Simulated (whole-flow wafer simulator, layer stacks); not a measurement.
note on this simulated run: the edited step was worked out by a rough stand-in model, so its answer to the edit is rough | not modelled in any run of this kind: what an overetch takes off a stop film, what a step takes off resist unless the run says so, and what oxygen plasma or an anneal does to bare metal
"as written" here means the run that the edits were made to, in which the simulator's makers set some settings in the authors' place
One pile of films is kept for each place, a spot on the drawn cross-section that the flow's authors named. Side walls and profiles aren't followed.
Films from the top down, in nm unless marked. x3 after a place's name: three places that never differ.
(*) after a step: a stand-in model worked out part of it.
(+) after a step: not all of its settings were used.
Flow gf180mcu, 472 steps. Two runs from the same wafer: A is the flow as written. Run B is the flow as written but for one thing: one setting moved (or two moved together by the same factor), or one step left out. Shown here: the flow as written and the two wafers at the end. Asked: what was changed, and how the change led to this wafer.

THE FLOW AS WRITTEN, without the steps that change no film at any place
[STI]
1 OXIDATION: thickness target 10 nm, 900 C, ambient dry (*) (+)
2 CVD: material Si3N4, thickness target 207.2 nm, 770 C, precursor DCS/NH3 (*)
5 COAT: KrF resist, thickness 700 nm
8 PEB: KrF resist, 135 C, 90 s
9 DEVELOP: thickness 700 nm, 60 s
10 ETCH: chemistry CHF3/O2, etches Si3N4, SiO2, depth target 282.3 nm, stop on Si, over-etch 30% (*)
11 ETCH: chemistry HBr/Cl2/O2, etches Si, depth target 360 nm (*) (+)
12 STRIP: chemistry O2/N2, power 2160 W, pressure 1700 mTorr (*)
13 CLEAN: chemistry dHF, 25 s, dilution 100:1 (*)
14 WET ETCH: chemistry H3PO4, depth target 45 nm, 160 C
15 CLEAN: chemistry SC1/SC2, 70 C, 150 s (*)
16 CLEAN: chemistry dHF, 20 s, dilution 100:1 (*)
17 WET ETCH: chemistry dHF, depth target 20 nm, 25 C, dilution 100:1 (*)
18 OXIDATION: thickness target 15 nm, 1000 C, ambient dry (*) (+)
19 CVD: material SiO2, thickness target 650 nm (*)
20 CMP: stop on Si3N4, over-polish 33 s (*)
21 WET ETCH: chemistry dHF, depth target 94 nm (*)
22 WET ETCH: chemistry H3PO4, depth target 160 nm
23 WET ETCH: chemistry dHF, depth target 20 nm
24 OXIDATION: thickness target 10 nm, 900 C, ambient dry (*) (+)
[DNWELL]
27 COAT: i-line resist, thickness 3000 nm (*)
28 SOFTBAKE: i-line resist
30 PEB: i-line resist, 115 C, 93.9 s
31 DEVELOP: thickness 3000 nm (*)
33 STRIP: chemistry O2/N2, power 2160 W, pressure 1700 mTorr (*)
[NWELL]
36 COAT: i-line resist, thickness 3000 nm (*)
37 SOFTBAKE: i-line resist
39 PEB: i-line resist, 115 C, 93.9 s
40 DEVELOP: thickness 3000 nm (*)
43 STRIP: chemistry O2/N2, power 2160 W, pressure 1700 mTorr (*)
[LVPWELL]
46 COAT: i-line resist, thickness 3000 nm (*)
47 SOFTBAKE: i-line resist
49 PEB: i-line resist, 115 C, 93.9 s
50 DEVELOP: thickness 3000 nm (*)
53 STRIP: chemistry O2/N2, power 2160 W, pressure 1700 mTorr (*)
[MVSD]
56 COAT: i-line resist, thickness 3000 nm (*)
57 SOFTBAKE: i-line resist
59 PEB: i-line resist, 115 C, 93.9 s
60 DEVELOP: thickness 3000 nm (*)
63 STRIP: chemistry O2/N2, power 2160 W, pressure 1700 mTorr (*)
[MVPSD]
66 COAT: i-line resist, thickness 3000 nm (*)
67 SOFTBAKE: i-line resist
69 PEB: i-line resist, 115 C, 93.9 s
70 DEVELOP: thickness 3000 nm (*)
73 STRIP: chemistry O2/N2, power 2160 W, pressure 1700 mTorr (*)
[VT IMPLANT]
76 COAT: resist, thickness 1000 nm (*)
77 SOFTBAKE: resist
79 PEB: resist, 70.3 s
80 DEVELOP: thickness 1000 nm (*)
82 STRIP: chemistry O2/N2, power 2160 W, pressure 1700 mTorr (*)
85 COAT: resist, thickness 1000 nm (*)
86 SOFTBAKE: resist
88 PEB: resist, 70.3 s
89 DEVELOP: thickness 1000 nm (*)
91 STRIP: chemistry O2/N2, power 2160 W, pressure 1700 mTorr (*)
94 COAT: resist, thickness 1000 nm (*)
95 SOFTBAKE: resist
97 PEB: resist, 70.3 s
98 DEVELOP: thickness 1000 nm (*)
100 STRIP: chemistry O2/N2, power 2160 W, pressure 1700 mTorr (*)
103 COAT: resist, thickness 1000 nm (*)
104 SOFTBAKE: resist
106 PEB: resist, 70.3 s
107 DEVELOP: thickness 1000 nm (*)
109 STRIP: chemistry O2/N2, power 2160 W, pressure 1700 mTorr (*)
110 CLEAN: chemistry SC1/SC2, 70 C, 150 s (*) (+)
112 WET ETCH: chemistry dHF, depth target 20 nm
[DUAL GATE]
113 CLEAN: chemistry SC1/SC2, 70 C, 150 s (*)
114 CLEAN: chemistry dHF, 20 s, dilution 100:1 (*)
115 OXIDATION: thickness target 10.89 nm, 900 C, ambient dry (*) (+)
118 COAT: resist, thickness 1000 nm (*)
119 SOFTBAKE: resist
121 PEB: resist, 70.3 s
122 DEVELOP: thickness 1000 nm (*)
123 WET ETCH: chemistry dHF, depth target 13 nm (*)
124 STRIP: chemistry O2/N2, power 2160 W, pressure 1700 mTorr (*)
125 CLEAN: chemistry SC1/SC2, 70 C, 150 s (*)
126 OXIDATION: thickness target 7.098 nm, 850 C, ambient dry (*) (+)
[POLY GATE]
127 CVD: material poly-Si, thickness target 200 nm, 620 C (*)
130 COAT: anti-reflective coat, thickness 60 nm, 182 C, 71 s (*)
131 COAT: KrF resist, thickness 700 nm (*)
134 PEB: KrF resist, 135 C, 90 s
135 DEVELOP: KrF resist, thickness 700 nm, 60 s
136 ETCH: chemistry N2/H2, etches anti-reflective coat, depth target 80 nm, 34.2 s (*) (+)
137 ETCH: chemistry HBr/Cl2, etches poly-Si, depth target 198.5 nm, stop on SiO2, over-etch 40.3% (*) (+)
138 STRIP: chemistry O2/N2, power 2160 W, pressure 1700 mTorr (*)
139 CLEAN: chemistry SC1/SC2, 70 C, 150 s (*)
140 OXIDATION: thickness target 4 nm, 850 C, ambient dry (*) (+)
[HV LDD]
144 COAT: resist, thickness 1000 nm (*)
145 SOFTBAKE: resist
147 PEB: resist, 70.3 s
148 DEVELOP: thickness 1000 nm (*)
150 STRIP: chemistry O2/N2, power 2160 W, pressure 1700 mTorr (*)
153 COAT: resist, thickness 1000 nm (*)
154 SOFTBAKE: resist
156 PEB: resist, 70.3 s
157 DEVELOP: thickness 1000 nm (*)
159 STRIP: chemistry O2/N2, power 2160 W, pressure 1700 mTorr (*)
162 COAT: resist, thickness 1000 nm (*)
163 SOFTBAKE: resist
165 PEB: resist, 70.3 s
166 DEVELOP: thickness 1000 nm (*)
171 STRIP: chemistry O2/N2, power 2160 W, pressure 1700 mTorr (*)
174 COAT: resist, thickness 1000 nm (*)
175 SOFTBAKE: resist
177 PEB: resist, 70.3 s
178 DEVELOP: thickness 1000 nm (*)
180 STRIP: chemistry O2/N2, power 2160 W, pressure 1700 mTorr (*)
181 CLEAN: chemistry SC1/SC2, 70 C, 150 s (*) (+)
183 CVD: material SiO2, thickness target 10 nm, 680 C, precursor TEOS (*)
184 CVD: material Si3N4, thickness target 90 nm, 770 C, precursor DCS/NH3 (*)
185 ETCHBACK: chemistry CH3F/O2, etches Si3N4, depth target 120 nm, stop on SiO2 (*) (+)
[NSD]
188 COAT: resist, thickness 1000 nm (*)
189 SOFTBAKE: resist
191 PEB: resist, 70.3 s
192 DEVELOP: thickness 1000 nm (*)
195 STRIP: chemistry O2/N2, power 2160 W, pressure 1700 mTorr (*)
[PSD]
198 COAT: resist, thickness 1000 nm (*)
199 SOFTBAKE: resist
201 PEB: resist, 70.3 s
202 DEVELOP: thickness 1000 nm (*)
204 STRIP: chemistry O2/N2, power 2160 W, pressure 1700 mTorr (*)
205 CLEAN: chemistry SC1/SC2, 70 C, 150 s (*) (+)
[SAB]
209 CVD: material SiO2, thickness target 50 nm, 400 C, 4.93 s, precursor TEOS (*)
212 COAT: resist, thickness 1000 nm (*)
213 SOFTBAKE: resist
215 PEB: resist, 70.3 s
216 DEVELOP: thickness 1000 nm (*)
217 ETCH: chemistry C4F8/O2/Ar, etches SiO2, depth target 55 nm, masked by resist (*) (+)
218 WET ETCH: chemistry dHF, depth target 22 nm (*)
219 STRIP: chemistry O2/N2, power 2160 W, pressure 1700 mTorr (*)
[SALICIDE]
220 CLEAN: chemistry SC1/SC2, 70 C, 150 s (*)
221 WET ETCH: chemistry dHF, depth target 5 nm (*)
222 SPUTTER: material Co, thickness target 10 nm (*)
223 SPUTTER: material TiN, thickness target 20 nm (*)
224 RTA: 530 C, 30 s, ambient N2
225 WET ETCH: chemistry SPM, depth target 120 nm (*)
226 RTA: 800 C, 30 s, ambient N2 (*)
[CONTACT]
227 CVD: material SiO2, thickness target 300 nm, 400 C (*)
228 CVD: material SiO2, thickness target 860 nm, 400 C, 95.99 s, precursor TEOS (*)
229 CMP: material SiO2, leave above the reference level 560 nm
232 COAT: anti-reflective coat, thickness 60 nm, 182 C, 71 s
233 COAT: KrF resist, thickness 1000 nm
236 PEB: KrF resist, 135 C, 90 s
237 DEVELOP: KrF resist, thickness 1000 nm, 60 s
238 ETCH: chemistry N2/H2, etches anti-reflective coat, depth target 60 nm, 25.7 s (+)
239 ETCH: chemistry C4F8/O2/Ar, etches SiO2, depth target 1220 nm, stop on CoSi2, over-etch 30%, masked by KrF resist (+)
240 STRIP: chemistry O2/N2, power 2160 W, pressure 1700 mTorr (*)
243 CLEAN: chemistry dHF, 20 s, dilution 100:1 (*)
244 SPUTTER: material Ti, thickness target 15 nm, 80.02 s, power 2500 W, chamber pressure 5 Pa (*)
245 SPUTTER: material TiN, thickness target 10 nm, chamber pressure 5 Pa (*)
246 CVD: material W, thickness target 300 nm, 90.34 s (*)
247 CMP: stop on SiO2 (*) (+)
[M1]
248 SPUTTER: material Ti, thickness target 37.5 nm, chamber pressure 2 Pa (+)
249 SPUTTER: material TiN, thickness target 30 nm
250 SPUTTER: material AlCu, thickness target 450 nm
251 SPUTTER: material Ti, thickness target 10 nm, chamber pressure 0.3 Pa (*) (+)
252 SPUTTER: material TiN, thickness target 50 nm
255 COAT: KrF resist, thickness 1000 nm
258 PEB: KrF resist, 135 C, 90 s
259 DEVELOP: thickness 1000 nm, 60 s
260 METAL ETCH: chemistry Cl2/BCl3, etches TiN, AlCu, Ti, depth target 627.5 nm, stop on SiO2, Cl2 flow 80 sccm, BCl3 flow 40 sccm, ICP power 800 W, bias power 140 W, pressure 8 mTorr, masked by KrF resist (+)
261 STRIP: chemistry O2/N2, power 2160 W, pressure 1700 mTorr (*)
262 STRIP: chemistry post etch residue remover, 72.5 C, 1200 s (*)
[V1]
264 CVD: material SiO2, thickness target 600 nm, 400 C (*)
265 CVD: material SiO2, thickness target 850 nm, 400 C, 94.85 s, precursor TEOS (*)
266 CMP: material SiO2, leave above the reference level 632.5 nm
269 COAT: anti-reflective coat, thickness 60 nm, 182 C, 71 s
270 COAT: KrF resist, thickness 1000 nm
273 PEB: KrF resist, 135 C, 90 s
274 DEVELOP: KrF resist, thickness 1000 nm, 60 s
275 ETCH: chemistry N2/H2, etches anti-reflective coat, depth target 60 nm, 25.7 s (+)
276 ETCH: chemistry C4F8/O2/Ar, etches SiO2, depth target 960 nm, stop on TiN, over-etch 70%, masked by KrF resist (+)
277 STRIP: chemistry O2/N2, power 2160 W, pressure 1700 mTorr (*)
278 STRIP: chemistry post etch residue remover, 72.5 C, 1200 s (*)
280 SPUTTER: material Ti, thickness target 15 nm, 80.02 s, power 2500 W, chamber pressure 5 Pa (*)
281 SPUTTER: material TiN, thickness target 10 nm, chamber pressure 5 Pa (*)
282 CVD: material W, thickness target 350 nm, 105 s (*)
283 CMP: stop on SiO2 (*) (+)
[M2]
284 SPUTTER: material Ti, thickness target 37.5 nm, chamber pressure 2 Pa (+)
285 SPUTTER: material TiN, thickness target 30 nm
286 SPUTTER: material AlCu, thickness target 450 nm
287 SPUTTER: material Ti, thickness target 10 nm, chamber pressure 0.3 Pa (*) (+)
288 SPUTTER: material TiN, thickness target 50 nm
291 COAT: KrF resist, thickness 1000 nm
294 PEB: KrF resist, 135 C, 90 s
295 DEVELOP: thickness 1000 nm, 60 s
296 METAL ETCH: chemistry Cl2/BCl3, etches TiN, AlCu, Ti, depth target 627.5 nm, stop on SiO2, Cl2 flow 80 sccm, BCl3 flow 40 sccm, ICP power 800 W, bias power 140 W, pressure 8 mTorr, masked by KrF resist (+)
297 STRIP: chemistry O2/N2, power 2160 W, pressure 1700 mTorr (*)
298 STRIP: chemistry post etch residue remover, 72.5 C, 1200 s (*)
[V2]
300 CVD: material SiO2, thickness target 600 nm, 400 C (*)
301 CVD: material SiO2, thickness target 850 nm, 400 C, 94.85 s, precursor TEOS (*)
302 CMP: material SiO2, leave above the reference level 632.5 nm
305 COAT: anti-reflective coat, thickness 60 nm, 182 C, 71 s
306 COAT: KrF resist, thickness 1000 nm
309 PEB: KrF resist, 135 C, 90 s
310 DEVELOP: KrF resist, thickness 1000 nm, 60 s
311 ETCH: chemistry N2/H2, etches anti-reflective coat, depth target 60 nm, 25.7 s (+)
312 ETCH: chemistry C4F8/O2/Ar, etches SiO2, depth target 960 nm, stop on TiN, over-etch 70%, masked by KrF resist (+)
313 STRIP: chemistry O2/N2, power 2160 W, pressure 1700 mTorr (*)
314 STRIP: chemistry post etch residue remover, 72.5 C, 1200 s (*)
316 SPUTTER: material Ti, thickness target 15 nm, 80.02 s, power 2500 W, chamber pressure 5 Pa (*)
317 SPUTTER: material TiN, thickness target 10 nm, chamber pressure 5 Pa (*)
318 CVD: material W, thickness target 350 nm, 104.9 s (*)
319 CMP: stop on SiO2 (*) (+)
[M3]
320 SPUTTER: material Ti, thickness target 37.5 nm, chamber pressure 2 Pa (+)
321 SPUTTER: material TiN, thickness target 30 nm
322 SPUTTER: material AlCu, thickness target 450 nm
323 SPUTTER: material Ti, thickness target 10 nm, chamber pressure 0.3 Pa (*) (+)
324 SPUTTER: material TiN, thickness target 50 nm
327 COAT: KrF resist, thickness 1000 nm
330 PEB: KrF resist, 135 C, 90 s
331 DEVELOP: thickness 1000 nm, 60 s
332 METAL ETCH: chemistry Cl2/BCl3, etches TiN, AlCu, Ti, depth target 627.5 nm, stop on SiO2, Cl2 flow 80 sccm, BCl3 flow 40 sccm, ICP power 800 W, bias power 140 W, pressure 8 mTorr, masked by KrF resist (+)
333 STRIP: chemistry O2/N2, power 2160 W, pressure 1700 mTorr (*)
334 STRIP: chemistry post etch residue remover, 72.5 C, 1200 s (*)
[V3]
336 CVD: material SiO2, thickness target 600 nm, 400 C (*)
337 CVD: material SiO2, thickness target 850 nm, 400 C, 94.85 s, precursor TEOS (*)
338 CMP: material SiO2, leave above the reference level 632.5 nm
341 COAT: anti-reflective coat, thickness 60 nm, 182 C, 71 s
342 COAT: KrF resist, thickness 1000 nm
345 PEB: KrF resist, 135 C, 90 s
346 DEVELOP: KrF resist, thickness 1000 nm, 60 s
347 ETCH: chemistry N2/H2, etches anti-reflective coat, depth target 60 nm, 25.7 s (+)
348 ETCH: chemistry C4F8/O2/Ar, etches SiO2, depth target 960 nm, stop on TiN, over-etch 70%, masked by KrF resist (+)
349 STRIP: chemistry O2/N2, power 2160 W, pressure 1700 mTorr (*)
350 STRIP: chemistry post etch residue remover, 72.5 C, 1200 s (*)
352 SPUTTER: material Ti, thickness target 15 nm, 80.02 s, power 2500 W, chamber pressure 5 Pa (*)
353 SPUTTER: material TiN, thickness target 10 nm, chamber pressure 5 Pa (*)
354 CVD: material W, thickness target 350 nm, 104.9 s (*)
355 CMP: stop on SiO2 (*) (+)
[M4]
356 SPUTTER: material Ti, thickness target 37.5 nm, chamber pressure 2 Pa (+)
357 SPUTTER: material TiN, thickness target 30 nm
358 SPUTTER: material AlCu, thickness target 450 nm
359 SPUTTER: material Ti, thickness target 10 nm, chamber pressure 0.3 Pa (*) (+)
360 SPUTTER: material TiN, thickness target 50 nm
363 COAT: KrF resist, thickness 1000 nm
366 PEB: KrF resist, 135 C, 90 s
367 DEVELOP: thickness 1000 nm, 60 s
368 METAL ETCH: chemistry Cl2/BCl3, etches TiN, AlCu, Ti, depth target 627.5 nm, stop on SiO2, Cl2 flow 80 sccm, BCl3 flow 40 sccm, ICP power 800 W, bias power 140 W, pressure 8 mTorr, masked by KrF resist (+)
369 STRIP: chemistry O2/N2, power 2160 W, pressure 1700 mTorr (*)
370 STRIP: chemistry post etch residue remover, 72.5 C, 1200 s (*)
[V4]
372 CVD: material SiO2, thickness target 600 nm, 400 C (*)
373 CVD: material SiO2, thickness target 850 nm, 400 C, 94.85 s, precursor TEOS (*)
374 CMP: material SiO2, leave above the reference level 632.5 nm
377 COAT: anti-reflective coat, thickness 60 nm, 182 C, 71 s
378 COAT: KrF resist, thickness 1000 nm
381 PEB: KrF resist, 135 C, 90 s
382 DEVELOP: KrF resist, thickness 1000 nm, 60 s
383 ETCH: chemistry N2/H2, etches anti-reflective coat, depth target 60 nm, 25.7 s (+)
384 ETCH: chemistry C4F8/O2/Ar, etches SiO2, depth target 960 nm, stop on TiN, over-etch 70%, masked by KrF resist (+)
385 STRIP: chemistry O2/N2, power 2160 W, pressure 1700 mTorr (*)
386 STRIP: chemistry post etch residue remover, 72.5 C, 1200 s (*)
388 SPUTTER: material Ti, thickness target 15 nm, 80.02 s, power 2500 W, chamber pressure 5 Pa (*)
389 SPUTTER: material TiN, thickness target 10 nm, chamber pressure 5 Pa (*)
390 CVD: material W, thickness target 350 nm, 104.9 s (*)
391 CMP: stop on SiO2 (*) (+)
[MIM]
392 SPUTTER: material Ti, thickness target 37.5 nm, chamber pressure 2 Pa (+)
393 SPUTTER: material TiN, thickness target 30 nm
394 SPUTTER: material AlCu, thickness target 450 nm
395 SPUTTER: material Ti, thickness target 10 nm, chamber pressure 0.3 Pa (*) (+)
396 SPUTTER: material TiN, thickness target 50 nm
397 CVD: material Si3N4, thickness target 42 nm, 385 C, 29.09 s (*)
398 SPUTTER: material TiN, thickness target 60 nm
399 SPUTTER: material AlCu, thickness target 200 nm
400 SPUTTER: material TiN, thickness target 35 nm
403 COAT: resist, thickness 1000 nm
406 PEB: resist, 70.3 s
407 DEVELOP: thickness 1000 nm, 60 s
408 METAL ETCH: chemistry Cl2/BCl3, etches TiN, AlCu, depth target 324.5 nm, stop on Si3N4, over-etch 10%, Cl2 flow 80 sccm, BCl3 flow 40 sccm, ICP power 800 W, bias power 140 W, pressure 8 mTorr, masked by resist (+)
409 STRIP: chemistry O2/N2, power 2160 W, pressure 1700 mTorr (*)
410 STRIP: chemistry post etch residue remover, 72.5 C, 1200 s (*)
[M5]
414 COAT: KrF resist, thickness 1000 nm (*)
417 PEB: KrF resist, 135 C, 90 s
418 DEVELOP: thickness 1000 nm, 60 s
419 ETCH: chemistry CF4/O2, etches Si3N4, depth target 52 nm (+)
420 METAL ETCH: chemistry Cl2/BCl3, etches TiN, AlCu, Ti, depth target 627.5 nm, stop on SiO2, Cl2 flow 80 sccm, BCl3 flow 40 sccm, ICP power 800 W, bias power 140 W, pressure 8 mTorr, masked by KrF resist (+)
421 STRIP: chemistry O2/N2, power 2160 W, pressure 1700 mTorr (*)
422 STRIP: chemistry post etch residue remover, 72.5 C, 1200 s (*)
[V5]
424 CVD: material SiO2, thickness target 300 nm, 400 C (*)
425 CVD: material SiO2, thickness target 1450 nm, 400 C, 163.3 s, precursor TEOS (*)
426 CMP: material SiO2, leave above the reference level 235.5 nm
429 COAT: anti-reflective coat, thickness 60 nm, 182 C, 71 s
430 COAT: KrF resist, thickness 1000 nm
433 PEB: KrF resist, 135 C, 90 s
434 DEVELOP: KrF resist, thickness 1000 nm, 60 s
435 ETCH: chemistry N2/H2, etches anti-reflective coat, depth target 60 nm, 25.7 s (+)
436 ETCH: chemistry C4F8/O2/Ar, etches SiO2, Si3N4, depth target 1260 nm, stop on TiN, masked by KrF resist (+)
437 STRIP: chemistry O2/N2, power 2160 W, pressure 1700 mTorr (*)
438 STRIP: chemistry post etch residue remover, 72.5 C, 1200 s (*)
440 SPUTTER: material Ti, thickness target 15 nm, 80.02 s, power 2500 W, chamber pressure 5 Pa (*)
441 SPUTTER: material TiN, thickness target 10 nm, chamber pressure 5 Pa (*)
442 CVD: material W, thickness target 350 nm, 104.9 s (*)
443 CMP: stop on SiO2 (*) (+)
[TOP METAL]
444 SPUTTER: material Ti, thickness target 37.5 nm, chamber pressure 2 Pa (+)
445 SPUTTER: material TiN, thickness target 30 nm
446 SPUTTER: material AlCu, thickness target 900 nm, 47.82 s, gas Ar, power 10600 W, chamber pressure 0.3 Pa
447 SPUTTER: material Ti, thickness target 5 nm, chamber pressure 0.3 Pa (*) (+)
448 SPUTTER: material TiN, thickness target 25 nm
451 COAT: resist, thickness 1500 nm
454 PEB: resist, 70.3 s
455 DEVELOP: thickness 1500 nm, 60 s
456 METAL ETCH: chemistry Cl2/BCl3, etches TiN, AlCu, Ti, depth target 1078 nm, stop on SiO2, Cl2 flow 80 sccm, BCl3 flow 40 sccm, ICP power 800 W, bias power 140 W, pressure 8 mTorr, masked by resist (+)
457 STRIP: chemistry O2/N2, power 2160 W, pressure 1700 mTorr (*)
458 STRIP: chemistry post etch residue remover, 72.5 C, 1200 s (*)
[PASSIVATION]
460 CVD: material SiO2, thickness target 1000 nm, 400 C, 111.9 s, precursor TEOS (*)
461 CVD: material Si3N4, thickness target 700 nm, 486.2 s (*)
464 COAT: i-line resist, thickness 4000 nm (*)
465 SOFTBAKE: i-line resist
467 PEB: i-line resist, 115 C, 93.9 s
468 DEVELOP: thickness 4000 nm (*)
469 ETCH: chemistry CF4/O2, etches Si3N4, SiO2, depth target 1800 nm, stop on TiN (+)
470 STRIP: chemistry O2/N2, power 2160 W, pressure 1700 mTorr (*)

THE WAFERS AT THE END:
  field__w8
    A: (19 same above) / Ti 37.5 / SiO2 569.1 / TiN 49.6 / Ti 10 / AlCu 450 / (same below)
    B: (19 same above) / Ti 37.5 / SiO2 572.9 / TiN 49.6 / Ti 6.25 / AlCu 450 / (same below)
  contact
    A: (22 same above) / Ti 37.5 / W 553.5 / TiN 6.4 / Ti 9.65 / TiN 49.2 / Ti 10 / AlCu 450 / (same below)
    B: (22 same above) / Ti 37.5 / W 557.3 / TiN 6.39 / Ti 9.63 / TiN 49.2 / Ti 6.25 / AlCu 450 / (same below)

The cause: step 323, SPUTTER: thickness target 6.25 nm was run, where the flow has thickness target 10 nm.
It can be read off the wafer: field__w8 has Ti 6.25, and step 323 as written asks for 10 nm.

How the change led to this, step by step:
  323 SPUTTER: material Ti, thickness target 10 nm, chamber pressure 0.3 Pa (*) (+)
      field, field__w1, field__w2 and 108 more: A Ti +10 (new film) | B Ti +6.25 (new film)
  332 METAL ETCH: chemistry Cl2/BCl3, etches TiN, AlCu, Ti, depth target 627.5 nm, stop on SiO2, Cl2 flow 80 sccm, BCl3 flow 40 sccm, ICP power 800 W, bias power 140 W, pressure 8 mTorr, masked by KrF resist (+)
      field, field__w1, field__w2 and 103 more: A TiN -50 (all of it), Ti -10 (all of it), AlCu -450 (all of it), TiN -30 (all of it), Ti -37.5 (all of it) | B TiN -50 (all of it), Ti -6.25 (all of it), AlCu -450 (all of it), TiN -30 (all of it), Ti -37.5 (all of it)
